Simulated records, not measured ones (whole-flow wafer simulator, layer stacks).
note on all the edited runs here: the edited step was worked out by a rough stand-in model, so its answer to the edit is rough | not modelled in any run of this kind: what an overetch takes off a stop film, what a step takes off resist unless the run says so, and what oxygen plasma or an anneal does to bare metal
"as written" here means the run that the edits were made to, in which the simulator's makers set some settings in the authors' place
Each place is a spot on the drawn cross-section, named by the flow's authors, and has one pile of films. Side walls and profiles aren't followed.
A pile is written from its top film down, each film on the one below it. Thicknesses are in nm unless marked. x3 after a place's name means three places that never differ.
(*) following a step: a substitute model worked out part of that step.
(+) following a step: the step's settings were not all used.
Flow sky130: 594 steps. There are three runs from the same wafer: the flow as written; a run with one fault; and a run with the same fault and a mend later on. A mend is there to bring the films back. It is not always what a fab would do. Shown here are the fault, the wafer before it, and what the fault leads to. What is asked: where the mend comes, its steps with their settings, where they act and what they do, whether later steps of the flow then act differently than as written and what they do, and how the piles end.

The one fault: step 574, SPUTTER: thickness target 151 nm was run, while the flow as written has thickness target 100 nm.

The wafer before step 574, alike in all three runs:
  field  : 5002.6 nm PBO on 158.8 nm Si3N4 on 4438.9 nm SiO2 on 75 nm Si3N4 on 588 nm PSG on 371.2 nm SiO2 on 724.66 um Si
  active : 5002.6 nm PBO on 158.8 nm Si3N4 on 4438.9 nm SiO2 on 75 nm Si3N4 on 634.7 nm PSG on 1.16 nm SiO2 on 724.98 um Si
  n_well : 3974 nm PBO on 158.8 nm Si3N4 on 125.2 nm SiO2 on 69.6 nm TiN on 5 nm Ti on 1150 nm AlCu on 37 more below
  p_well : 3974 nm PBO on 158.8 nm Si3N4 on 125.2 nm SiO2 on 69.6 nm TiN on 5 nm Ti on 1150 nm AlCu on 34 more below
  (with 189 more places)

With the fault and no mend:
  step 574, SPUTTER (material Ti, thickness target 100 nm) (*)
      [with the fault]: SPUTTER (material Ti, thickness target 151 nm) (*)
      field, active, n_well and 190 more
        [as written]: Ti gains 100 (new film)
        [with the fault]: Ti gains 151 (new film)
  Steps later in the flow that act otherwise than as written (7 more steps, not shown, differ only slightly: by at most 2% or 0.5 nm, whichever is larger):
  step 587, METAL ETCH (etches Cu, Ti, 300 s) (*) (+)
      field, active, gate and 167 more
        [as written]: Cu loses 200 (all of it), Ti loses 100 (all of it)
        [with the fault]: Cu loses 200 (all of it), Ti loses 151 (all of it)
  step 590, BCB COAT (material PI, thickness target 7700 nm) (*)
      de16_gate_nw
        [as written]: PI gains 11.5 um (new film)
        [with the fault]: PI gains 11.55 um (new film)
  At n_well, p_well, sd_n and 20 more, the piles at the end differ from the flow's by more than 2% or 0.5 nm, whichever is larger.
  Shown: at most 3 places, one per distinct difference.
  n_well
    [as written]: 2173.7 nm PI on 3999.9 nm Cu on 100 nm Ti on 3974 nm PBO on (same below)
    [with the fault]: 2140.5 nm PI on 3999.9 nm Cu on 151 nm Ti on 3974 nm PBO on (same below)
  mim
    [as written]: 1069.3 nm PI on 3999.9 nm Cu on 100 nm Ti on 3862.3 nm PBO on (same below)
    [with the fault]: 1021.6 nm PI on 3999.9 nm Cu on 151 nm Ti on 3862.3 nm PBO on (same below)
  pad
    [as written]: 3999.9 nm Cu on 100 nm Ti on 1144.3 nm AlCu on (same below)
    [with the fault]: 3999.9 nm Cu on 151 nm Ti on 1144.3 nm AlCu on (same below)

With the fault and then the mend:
  The mend stands after step 574.
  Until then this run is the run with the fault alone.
  step 574a, ETCH (chemistry CF4/O2, etches Si3N4, SiO2, TiN, Ti, depth target 51 nm) (a further turn of the flow's step 554, with different settings)
      field, active, n_well and 190 more
        Ti loses 51
  Later steps of the flow that are run all act as written at every place that is followed, up to a difference of at most 2% or 0.5 nm, whichever is larger.
  By the end, the piles equal the flow's at every place that both follow.
